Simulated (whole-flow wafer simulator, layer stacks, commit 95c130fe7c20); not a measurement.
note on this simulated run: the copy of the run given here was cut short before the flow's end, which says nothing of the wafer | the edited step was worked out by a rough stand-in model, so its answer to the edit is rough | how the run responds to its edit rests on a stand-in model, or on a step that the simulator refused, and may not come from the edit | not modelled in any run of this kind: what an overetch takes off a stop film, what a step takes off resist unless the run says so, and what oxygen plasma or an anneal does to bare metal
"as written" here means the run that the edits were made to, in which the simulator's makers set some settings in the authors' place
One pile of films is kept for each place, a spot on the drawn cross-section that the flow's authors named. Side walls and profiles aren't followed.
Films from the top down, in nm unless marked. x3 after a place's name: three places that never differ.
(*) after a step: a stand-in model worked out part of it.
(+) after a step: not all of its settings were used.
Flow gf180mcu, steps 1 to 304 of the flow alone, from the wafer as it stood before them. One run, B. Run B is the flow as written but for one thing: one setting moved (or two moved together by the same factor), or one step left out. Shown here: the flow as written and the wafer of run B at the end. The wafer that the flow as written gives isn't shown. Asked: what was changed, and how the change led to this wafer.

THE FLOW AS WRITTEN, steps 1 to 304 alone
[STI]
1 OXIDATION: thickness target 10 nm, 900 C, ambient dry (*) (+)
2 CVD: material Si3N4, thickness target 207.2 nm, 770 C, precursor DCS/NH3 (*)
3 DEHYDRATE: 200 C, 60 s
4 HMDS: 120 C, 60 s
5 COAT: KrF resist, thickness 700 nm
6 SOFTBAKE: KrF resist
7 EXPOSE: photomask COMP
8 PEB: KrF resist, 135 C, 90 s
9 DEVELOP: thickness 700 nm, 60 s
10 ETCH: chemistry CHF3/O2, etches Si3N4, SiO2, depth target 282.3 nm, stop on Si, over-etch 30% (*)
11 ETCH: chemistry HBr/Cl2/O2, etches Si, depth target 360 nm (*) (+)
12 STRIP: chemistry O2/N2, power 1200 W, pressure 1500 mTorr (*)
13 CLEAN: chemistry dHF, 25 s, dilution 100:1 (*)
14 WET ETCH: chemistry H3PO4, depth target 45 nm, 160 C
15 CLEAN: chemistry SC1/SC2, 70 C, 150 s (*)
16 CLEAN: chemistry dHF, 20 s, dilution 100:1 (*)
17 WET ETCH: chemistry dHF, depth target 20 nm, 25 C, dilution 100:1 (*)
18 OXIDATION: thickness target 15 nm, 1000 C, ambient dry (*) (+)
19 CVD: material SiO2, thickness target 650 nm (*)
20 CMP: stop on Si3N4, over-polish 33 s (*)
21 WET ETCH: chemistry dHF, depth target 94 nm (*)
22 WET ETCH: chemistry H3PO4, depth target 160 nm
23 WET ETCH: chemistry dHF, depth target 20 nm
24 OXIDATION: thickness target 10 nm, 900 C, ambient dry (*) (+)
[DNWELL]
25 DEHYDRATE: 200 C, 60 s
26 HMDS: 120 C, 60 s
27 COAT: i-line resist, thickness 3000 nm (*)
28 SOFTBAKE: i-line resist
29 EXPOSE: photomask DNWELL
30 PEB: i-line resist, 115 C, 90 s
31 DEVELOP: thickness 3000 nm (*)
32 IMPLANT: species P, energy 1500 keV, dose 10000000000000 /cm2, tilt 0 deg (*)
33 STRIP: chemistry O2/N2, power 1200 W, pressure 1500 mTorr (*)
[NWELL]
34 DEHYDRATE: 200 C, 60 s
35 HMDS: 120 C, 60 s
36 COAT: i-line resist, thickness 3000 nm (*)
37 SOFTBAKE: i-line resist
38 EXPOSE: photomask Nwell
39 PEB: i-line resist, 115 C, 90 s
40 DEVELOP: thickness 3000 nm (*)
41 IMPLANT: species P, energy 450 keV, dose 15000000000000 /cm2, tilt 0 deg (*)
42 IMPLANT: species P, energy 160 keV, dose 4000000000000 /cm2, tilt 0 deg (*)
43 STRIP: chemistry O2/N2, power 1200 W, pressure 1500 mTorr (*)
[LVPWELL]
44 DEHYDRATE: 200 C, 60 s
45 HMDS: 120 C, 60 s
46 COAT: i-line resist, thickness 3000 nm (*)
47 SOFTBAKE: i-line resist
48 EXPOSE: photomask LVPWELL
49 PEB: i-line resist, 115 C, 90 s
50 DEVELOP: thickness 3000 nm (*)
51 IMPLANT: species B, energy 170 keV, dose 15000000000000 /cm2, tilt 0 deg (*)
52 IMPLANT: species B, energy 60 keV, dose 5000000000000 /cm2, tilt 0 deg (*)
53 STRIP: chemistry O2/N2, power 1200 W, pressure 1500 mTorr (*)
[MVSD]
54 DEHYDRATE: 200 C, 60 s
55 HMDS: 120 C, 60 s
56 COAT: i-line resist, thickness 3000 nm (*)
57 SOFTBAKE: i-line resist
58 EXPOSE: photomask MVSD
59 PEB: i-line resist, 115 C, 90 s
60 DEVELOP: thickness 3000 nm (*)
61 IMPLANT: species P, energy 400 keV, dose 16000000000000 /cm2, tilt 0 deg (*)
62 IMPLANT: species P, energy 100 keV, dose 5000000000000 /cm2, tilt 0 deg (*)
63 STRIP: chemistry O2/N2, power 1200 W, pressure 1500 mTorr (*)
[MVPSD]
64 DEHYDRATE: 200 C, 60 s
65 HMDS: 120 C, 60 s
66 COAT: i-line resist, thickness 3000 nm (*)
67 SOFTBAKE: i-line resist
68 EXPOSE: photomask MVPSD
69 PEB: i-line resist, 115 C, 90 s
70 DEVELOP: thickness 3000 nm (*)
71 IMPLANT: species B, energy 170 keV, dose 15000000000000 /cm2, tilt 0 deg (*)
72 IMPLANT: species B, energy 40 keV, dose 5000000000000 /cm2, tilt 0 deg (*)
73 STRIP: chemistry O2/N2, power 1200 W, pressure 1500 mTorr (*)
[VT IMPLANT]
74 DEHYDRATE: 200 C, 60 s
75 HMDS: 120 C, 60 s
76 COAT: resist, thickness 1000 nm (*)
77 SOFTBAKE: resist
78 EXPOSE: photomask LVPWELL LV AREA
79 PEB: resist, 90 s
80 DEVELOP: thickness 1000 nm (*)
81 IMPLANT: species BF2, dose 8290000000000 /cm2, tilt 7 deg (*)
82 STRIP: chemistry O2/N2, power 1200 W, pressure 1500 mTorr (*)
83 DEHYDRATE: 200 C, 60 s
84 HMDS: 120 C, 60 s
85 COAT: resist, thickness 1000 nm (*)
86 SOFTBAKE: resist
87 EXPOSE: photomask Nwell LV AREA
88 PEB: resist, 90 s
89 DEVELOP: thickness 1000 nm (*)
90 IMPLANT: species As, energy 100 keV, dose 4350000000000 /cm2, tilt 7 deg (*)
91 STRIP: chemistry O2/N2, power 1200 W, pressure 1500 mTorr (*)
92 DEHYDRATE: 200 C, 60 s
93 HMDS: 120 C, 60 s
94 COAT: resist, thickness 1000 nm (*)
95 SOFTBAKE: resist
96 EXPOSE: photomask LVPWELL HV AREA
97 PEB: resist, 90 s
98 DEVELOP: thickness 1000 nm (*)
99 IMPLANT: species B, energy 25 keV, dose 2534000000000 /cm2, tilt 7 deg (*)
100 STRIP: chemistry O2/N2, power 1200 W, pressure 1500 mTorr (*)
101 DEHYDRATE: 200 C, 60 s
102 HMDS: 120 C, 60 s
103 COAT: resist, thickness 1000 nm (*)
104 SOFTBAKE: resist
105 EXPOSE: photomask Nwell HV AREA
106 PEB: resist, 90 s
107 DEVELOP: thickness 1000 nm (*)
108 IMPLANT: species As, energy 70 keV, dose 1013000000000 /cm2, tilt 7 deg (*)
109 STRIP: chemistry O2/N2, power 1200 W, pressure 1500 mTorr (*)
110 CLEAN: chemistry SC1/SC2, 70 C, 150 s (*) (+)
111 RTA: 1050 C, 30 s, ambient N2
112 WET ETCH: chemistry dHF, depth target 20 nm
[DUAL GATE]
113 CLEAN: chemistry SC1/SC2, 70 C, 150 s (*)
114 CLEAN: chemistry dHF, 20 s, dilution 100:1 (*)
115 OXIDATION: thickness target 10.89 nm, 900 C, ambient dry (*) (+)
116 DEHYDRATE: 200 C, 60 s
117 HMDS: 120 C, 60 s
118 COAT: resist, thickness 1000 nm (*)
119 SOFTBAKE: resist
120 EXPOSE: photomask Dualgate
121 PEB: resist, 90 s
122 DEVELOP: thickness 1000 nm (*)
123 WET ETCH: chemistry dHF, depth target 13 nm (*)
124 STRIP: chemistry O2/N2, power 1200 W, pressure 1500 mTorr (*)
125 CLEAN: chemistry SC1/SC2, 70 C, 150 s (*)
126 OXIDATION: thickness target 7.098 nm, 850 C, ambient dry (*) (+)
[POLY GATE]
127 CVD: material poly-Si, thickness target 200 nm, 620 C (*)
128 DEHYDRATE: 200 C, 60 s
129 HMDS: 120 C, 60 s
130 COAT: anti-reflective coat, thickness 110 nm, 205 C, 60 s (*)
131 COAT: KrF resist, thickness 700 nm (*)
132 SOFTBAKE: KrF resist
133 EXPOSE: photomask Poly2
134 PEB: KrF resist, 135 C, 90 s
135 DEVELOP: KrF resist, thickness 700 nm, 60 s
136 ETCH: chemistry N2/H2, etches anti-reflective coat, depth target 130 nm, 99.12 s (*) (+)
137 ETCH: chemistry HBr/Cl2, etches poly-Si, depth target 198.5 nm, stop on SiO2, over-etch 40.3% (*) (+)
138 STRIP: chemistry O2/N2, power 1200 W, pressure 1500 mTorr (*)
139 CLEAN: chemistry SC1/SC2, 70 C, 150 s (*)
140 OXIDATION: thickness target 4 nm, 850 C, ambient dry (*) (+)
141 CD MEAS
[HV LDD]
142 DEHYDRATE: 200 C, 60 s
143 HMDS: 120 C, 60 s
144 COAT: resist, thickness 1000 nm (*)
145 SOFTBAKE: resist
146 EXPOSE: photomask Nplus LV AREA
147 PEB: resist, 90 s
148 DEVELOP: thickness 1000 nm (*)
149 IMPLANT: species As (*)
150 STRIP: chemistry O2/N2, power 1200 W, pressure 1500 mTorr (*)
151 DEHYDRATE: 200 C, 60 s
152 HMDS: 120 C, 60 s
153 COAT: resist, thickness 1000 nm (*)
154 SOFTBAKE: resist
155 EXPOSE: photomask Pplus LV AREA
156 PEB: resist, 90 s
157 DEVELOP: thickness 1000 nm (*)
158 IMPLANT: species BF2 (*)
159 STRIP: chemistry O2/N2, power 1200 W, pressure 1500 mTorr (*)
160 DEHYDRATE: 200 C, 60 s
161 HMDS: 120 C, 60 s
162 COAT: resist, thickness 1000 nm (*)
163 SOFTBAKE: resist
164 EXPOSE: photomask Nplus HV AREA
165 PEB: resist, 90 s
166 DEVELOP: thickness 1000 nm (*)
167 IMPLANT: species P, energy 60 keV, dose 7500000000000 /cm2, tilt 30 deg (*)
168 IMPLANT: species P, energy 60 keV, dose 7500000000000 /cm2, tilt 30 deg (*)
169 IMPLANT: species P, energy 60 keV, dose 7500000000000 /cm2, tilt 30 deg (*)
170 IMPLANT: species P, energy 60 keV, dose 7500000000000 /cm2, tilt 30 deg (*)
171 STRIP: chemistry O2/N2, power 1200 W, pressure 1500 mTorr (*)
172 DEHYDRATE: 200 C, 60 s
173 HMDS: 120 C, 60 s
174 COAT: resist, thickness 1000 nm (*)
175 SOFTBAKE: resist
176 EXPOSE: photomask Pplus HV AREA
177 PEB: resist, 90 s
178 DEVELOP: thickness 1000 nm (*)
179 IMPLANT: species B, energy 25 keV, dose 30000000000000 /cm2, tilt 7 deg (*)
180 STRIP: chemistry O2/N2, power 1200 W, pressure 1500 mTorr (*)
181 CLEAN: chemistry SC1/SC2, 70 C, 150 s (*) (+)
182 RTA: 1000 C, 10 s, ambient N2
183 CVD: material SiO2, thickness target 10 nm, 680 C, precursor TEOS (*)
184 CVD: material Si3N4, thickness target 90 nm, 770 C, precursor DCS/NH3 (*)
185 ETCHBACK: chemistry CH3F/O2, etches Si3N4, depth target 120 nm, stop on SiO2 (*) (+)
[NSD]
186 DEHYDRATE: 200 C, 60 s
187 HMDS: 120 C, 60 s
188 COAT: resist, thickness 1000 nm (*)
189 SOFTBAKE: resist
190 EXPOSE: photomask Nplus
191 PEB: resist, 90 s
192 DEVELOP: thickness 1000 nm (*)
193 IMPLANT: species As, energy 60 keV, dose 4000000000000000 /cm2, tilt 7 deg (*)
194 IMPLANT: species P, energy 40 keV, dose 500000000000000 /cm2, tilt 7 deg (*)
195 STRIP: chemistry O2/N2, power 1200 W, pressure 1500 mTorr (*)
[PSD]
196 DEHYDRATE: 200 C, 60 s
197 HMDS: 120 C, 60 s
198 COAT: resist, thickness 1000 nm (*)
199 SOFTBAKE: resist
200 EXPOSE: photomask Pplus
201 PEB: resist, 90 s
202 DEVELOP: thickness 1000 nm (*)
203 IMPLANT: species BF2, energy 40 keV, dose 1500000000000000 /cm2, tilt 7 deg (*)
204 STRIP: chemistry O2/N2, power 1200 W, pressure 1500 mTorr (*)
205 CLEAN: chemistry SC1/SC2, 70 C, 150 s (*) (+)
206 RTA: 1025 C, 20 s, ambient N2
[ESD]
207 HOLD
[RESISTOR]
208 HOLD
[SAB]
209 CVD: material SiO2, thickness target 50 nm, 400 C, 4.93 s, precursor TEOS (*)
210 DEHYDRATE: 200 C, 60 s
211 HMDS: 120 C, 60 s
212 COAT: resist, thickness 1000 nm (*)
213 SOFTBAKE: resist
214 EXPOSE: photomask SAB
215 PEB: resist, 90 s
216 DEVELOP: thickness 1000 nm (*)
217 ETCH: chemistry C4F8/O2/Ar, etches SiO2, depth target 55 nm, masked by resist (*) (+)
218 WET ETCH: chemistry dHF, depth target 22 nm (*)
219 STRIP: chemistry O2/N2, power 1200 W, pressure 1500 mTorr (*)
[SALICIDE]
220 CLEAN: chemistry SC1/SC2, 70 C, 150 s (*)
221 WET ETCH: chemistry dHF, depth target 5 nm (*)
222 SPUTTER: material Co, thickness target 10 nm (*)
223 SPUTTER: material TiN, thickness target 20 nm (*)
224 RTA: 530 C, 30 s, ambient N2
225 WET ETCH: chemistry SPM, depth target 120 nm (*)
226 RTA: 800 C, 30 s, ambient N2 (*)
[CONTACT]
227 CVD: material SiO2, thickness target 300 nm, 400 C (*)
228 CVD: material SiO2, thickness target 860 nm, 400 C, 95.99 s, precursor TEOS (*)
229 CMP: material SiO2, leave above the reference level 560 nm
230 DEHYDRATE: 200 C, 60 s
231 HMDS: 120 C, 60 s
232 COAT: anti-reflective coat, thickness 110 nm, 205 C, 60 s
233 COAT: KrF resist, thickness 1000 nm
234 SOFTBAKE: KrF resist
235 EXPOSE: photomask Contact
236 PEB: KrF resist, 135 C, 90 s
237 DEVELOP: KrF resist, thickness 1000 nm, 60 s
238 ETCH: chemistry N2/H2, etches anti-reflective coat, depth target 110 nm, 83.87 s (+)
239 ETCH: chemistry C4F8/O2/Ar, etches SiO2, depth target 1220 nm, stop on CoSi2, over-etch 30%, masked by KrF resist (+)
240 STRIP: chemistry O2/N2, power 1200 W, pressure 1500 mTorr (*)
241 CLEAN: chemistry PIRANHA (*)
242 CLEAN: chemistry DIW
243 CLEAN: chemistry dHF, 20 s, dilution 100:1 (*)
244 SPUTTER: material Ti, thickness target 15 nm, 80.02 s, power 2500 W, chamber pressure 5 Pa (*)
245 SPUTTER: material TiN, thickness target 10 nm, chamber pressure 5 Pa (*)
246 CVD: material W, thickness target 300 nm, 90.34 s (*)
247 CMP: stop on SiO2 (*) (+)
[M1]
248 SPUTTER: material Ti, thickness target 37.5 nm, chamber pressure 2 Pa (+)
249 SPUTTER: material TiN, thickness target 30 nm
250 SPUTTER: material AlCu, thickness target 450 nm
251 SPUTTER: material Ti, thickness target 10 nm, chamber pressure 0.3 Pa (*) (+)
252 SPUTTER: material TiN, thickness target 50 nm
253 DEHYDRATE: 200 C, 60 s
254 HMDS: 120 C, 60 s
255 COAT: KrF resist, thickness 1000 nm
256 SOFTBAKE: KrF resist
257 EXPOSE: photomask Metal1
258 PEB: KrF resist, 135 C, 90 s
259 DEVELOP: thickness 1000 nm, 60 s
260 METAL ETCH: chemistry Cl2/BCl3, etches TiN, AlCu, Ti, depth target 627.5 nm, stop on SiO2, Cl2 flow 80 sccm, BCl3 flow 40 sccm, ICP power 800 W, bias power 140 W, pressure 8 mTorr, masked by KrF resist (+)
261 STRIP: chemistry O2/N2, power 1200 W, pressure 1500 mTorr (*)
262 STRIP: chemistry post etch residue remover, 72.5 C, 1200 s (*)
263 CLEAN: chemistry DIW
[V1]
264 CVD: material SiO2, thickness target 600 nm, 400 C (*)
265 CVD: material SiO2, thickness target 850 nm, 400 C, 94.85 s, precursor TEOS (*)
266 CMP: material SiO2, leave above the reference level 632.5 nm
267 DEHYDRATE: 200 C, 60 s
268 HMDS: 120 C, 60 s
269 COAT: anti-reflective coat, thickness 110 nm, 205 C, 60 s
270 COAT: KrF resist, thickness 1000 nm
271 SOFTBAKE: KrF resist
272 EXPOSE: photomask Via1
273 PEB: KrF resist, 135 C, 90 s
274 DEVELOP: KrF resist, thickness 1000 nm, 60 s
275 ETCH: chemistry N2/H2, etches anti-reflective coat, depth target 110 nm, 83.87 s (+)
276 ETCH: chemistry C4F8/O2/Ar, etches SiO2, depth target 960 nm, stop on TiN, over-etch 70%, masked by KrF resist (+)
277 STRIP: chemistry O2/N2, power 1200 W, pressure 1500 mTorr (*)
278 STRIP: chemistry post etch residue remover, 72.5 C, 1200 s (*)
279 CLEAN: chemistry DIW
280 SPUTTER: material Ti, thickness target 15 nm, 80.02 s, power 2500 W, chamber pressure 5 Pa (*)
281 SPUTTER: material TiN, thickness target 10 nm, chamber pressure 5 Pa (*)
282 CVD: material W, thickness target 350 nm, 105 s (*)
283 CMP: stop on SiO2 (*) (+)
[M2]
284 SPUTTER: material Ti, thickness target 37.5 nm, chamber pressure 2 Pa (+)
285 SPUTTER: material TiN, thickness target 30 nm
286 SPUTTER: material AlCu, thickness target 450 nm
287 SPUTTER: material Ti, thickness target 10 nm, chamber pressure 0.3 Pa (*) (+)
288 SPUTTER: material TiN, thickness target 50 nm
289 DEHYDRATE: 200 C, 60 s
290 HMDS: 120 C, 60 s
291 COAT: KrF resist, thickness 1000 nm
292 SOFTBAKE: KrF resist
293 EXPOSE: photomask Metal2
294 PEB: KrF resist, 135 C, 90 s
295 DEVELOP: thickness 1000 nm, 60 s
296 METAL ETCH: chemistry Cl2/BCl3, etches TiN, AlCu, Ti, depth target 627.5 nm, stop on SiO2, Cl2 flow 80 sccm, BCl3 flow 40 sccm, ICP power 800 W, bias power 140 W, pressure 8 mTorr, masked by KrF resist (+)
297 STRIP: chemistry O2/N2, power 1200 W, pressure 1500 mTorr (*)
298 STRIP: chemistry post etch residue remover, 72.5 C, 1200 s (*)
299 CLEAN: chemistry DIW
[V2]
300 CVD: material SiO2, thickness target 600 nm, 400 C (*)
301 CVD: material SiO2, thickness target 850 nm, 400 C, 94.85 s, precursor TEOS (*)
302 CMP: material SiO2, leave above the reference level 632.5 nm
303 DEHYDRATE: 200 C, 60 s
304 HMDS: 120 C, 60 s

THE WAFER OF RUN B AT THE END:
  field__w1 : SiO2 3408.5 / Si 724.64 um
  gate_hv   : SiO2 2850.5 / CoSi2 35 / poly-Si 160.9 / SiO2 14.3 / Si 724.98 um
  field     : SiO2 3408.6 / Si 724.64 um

The cause: step 301, CVD: 50.98 s was run, where the flow has 94.85 s.

How the change led to this, step by step:
  301 CVD: material SiO2, thickness target 850 nm, 400 C, 94.85 s, precursor TEOS (*)
      field, field__w1, field__w2 and 108 more: SiO2 +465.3 (as written it would be: SiO2 +850)
  302 CMP: material SiO2, leave above the reference level 632.5 nm
      field, field__w1, field__w2 and 103 more: nothing (as written it would be: SiO2 -300)
      field__w8, contact, m1, m1__w1, m1_nw: SiO2 -492.4 (as written it would be: SiO2 -877.1)
